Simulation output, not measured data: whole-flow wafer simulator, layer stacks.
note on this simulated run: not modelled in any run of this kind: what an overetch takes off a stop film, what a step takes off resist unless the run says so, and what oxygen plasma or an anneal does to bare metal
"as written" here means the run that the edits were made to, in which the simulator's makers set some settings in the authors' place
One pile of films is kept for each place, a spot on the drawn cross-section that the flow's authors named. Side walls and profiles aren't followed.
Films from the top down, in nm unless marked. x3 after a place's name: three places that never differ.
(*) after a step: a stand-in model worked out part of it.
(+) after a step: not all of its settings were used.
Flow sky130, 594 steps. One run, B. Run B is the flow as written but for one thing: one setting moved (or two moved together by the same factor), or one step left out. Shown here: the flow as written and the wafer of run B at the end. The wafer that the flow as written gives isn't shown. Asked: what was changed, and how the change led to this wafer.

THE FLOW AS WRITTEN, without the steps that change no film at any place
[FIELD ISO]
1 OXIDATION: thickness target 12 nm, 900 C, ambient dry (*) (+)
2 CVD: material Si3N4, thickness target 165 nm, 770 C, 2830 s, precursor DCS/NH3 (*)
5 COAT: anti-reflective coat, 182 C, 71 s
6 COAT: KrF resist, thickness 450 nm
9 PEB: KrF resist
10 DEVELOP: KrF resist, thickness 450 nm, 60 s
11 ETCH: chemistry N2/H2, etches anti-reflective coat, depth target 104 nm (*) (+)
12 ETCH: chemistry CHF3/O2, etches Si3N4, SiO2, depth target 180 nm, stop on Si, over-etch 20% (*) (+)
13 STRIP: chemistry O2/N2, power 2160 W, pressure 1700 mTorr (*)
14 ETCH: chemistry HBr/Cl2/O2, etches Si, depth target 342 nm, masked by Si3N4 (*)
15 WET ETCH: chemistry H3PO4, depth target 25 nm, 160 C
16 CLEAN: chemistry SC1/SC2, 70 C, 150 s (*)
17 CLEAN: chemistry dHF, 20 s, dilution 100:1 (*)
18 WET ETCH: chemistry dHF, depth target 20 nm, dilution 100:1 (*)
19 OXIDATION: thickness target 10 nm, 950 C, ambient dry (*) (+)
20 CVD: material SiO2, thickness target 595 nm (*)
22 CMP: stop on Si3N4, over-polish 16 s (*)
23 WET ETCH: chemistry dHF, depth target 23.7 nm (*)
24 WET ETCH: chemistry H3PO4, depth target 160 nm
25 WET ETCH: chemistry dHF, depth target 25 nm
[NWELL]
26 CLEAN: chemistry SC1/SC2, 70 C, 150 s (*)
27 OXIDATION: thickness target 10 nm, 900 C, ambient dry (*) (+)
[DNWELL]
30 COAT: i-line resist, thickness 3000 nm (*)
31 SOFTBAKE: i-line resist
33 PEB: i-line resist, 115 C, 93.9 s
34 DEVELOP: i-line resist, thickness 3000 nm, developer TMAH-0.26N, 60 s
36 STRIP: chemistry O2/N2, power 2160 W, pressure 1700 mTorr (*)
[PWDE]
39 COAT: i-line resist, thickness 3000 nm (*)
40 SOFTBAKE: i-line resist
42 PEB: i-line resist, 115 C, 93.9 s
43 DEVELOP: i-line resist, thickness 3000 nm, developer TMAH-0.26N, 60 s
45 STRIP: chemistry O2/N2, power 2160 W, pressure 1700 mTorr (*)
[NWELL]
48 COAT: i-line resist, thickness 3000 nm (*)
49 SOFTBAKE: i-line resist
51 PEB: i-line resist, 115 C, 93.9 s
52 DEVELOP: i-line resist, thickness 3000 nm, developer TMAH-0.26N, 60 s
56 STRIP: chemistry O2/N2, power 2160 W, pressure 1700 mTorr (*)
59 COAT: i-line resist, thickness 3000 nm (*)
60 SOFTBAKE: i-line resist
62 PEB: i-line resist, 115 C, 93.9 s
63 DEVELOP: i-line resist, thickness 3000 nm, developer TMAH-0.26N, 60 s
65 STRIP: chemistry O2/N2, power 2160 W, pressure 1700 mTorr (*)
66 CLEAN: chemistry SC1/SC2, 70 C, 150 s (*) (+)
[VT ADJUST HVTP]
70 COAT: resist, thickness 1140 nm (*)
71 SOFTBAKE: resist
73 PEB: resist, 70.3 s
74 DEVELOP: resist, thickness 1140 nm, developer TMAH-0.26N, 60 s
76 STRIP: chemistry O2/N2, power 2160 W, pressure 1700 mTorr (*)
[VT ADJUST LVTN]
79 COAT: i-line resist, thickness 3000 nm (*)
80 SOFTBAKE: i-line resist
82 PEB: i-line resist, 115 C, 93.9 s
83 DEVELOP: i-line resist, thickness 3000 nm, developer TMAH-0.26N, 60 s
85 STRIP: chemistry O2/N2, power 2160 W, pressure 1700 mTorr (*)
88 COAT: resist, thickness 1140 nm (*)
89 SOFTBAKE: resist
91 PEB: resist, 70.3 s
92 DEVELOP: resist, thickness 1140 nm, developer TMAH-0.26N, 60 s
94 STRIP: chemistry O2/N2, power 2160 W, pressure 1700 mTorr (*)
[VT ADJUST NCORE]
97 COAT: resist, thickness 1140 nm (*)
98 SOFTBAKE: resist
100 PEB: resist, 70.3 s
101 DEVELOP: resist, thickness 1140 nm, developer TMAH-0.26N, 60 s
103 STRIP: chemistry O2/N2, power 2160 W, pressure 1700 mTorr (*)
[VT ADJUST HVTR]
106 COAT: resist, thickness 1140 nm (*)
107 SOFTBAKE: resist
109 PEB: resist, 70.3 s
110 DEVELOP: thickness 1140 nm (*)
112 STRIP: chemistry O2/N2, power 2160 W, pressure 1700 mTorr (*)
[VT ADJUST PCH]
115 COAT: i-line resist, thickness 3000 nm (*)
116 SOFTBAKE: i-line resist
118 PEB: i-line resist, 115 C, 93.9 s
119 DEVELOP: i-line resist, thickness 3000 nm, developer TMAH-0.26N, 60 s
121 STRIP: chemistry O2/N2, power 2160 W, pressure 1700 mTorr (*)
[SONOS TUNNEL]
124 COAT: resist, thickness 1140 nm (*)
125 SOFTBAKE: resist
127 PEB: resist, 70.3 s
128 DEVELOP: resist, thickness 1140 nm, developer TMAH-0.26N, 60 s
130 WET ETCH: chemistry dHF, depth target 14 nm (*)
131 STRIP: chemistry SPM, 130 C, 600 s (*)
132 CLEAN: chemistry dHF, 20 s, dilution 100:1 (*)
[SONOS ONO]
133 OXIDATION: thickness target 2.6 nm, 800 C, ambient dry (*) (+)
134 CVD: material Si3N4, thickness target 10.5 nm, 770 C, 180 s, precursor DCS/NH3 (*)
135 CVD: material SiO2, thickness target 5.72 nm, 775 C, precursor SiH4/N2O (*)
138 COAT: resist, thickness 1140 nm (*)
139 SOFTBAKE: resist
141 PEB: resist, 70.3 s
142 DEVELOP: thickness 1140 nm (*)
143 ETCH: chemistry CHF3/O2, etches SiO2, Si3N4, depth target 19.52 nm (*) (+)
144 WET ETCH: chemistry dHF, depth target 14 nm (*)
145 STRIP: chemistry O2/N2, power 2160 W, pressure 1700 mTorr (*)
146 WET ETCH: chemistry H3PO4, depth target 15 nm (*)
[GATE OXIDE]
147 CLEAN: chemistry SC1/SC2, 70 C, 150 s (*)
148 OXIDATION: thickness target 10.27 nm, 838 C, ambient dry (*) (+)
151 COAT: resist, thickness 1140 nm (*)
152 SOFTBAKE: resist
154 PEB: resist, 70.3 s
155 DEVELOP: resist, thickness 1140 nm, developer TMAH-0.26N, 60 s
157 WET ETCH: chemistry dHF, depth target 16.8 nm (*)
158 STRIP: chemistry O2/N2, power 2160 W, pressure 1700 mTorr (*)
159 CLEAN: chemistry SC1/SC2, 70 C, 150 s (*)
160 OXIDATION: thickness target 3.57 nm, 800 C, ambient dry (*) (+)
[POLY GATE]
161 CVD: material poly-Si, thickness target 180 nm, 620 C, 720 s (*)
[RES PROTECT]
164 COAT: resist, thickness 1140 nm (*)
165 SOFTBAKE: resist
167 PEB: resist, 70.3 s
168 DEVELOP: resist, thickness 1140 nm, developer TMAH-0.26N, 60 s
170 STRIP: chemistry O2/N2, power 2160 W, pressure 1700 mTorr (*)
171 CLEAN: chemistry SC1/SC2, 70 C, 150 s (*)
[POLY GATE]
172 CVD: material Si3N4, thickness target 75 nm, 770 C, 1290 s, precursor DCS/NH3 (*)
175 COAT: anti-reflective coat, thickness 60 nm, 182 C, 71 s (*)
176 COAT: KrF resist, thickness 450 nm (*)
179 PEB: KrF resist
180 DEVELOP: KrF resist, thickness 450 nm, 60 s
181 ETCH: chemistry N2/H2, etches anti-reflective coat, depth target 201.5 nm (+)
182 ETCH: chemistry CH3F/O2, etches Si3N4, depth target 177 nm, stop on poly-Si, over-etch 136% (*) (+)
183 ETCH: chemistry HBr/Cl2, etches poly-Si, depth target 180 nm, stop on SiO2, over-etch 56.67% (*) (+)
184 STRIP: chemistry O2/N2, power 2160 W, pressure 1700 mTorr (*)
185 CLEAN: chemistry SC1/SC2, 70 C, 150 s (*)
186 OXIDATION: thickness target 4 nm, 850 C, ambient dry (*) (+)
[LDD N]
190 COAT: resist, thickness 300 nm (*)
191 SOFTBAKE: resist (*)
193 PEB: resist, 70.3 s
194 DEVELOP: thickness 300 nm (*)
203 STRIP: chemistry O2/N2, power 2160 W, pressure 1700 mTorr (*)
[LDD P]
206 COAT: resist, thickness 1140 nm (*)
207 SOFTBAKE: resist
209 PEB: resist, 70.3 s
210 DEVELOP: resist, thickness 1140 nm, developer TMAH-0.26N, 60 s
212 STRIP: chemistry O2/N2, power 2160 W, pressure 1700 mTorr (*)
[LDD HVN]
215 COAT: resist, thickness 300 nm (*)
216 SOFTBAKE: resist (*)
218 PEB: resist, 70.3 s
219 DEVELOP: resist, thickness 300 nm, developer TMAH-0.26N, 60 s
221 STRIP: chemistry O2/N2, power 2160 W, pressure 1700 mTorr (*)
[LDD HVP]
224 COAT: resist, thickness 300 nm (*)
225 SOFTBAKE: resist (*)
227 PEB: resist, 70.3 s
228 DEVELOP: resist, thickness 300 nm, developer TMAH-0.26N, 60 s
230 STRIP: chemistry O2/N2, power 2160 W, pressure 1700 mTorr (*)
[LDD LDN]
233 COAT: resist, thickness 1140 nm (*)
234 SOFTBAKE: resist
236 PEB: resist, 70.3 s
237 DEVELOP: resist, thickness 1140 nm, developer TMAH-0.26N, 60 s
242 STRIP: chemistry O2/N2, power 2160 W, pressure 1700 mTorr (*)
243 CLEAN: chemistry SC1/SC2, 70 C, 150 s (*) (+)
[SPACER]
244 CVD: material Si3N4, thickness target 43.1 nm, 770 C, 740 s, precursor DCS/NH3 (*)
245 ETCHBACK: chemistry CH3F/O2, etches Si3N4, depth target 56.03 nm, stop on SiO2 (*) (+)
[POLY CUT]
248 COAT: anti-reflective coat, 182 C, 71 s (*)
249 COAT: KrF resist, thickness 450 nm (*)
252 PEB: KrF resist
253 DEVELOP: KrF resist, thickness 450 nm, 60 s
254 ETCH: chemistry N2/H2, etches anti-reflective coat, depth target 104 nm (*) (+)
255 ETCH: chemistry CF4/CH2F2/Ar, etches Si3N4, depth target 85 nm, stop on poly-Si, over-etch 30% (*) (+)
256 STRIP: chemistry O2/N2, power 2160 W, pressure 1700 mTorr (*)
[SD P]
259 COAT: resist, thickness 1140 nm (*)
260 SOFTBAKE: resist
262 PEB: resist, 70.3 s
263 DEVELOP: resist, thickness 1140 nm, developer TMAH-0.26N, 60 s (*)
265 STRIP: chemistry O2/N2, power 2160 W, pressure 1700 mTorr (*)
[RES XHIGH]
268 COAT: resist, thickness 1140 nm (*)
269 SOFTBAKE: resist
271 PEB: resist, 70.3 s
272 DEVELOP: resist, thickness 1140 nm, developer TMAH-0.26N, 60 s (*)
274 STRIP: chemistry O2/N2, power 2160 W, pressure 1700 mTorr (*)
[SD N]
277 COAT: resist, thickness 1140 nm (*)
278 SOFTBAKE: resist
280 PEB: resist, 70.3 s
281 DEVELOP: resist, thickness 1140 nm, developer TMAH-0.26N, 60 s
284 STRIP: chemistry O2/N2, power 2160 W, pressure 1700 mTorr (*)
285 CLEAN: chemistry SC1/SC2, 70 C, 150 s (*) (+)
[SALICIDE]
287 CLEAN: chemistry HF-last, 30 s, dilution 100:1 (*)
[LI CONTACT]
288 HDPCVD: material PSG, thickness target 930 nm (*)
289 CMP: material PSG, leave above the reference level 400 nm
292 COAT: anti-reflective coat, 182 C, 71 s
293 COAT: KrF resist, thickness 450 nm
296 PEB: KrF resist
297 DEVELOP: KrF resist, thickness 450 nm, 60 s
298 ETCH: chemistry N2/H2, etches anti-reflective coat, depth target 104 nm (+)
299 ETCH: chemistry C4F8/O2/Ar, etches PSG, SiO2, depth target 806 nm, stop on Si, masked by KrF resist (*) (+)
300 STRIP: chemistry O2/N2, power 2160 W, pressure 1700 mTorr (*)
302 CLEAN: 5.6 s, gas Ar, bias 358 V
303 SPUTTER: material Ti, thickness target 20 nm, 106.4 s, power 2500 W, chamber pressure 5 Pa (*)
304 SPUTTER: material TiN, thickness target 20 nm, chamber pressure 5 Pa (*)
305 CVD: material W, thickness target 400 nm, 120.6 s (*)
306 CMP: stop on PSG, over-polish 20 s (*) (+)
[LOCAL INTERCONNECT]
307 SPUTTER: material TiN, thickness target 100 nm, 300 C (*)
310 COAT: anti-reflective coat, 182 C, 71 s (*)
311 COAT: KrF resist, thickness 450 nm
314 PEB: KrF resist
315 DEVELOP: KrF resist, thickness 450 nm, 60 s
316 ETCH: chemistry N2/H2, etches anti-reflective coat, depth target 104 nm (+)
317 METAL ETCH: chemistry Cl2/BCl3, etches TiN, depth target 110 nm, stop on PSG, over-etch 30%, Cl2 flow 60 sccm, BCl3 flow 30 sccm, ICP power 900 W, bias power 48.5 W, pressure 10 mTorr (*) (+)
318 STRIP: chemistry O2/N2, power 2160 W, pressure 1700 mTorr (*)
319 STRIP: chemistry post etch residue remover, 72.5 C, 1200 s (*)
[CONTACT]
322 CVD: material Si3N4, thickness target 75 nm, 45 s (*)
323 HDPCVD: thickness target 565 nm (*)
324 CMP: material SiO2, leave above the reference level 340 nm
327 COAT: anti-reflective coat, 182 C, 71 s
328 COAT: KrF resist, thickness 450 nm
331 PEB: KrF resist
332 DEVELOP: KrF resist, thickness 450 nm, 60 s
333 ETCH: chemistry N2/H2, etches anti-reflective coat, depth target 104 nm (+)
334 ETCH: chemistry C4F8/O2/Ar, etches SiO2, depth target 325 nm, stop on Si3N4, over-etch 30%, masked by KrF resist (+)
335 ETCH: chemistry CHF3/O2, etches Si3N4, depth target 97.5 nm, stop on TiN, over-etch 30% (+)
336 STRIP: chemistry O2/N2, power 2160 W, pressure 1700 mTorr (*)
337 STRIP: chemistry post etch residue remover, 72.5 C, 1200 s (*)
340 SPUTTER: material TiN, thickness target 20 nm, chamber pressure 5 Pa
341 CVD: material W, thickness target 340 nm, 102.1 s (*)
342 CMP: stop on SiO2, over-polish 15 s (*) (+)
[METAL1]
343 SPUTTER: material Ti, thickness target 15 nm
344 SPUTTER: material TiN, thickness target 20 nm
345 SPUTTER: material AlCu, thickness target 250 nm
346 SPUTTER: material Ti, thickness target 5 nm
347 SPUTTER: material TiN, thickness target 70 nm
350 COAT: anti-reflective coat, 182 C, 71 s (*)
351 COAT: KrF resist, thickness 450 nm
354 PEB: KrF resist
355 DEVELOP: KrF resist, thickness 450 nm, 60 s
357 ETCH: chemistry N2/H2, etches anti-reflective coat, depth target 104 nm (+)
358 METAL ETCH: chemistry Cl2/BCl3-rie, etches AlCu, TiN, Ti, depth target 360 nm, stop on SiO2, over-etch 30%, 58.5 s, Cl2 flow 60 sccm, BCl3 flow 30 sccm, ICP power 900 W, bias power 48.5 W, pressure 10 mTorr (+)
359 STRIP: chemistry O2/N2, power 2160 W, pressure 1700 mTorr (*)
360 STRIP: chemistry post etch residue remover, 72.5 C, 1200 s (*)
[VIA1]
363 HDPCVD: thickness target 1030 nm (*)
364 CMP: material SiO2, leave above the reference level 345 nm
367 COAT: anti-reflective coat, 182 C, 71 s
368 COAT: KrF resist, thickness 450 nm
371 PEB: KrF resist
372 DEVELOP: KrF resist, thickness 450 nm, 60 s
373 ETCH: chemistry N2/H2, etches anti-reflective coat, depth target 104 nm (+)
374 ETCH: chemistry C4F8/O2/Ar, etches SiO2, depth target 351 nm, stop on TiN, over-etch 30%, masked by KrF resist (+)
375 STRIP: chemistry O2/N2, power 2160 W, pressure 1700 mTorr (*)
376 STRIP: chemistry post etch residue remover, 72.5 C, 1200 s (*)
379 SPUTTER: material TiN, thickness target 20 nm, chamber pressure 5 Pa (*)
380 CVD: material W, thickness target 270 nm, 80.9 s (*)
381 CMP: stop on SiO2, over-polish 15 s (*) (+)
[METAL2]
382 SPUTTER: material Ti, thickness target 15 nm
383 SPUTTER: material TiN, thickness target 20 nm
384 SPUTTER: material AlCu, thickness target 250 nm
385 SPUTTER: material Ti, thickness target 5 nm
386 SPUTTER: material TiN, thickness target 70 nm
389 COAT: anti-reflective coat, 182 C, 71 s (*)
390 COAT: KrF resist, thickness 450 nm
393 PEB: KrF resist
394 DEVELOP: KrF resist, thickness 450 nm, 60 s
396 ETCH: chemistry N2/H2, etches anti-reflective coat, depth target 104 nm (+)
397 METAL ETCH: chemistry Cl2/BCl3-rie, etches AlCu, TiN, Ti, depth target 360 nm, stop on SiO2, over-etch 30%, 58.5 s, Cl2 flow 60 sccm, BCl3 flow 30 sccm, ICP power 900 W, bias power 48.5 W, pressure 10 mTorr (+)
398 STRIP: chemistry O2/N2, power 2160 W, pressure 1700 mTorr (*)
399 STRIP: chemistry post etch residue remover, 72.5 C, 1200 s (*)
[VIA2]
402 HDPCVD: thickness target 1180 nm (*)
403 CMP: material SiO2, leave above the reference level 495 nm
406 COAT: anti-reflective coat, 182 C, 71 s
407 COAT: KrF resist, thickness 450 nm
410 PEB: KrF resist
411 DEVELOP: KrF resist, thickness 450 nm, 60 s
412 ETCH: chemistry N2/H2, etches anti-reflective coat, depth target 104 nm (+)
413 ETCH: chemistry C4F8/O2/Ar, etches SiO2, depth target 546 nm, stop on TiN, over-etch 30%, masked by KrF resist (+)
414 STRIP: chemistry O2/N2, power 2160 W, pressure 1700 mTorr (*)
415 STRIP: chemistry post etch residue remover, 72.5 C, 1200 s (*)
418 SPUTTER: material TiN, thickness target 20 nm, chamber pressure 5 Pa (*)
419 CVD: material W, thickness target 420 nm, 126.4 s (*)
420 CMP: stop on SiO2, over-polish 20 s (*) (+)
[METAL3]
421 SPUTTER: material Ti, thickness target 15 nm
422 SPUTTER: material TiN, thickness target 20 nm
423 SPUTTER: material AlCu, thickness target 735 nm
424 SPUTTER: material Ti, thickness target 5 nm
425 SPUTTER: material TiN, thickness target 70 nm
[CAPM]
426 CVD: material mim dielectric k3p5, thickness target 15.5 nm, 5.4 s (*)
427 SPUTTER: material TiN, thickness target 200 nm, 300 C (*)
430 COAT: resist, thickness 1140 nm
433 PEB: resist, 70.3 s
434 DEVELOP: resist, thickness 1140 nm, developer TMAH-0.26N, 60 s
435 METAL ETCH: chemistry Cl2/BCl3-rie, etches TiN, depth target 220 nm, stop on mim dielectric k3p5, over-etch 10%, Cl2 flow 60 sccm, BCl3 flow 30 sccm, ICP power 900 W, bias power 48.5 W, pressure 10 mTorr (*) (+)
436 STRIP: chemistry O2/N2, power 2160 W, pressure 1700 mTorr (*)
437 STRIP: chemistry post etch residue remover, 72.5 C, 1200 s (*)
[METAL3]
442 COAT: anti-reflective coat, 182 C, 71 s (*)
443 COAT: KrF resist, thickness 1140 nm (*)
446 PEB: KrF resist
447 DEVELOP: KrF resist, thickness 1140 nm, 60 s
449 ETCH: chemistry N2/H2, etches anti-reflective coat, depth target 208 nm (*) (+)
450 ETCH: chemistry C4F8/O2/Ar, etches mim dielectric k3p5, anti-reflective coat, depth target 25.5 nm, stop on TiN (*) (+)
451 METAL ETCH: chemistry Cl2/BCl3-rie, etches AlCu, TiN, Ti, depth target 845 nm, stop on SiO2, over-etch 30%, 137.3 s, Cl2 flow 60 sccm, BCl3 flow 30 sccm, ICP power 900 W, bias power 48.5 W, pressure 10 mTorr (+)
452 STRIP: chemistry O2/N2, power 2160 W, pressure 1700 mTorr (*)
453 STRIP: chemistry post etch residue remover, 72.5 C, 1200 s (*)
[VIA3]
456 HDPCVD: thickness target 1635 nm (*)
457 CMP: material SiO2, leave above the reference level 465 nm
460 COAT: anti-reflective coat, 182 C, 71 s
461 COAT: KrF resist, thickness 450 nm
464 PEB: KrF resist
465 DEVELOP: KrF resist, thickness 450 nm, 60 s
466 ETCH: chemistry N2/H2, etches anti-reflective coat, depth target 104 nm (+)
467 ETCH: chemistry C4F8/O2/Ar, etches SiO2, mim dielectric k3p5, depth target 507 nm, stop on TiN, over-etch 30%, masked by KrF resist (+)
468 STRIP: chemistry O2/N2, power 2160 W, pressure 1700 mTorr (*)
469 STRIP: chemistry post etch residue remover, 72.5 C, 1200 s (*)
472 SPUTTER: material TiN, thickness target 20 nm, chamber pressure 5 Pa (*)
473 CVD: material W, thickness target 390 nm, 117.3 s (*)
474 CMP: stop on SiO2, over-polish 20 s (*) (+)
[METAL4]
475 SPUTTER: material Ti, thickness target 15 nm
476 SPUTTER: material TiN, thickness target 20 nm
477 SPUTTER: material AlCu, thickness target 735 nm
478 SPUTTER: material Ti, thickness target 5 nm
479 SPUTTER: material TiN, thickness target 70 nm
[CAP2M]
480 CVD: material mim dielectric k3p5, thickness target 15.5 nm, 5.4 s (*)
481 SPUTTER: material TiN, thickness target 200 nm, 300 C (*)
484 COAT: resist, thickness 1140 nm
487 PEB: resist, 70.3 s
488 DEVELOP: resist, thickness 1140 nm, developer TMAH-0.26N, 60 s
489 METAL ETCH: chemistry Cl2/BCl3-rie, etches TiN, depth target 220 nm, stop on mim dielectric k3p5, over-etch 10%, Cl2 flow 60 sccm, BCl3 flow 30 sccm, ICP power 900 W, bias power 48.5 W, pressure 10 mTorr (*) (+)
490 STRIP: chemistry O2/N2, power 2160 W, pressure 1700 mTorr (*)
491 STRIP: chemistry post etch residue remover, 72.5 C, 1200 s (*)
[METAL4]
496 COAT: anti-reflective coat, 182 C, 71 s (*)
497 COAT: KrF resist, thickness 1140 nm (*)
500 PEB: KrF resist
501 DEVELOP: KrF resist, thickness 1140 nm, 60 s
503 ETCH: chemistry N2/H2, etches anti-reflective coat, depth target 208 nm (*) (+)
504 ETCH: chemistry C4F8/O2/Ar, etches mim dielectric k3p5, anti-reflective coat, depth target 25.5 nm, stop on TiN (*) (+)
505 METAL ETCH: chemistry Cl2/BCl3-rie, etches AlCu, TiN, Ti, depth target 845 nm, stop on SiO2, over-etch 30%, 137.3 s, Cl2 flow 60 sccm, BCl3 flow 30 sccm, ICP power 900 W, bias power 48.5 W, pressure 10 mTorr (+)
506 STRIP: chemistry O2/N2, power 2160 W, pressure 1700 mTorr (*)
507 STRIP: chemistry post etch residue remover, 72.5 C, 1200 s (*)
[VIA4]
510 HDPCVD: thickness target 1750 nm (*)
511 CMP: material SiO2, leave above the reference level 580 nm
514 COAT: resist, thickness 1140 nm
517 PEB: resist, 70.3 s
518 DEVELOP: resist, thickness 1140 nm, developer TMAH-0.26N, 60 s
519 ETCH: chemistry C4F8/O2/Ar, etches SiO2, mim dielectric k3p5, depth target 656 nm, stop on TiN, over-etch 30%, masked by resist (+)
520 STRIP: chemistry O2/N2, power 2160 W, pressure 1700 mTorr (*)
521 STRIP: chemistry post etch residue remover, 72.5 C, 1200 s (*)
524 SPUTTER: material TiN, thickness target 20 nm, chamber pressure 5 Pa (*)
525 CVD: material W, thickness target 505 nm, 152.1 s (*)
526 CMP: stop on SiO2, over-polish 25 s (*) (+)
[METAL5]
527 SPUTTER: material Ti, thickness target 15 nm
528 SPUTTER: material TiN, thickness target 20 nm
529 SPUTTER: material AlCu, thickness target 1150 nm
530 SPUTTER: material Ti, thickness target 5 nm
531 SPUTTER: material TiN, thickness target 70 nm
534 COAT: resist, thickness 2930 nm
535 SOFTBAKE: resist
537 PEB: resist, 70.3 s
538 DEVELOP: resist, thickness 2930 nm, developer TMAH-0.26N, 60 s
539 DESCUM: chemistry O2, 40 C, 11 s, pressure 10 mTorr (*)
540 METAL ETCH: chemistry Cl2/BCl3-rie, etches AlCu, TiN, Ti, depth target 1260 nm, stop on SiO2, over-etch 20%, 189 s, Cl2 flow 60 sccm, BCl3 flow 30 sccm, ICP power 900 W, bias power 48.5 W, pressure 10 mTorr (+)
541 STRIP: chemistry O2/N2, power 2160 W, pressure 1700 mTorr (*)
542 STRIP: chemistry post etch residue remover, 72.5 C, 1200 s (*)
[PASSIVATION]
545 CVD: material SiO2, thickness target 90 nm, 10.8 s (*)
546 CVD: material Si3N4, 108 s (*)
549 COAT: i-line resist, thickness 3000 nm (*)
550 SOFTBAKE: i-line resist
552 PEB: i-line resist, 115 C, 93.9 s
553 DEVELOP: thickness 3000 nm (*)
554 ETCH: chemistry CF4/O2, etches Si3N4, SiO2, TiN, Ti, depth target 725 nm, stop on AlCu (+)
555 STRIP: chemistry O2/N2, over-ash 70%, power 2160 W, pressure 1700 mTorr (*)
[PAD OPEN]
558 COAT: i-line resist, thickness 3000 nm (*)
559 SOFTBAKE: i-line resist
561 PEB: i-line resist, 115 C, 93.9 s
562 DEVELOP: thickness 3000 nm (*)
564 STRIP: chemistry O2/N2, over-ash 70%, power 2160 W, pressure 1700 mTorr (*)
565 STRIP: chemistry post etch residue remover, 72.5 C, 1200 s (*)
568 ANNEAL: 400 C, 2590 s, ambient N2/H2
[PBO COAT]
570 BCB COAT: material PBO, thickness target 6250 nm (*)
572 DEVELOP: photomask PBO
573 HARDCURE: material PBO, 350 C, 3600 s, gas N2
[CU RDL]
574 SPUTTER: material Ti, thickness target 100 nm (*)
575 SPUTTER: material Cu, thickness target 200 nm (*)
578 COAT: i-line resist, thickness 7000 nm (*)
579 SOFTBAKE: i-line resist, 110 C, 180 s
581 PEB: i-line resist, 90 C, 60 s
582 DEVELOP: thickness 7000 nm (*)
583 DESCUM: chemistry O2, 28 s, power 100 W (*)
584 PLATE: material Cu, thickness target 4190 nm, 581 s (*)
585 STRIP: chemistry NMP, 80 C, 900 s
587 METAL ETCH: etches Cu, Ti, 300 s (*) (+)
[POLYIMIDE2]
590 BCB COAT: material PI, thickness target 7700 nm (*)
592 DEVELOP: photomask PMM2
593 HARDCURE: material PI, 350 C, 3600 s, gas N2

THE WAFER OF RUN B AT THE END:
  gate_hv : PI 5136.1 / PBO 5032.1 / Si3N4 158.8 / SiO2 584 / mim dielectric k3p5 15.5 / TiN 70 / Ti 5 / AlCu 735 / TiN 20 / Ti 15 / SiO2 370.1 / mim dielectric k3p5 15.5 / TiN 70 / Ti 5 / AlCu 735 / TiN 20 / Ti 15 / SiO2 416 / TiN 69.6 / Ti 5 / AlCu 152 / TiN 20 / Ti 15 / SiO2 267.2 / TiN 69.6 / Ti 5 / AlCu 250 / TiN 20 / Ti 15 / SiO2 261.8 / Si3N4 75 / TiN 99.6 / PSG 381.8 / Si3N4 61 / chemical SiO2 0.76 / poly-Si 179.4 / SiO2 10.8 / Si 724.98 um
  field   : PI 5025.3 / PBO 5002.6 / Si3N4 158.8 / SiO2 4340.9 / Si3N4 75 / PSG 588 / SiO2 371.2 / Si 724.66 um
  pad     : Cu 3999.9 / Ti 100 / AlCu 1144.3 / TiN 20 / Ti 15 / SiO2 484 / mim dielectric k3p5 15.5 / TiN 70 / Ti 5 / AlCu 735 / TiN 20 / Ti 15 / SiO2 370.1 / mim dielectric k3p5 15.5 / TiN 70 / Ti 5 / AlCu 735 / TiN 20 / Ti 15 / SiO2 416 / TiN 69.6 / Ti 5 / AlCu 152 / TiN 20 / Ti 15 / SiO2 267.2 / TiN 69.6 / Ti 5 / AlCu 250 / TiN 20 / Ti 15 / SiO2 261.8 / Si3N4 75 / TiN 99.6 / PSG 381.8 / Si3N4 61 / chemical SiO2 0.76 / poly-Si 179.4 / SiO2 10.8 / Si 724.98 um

The cause: step 384, SPUTTER: thickness target 152 nm was run, where the flow has thickness target 250 nm.
It can be read off the wafer: gate_hv has AlCu 152, and step 384 as written asks for 250 nm.

How the change led to this, step by step:
  384 SPUTTER: material AlCu, thickness target 250 nm
      field, active, n_well and 188 more: AlCu +152 (new film) (as written it would be: AlCu +250 (new film))
  397 METAL ETCH: chemistry Cl2/BCl3-rie, etches AlCu, TiN, Ti, depth target 360 nm, stop on SiO2, over-etch 30%, 58.5 s, Cl2 flow 60 sccm, BCl3 flow 30 sccm, ICP power 900 W, bias power 48.5 W, pressure 10 mTorr (+)
      field, active, gate and 82 more: TiN -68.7 (all of it), Ti -5 (all of it), AlCu -152 (all of it), TiN -20 (all of it), Ti -15 (all of it), SiO2 -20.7 (as written it would be: TiN -68.7 (all of it), Ti -5 (all of it), AlCu -250 (all of it), TiN -20 (all of it), Ti -15 (all of it), SiO2 -10.9)
  403 CMP: material SiO2, leave above the reference level 495 nm
      field, active, gate and 82 more: SiO2 -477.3 (as written it would be: SiO2 -389.1)
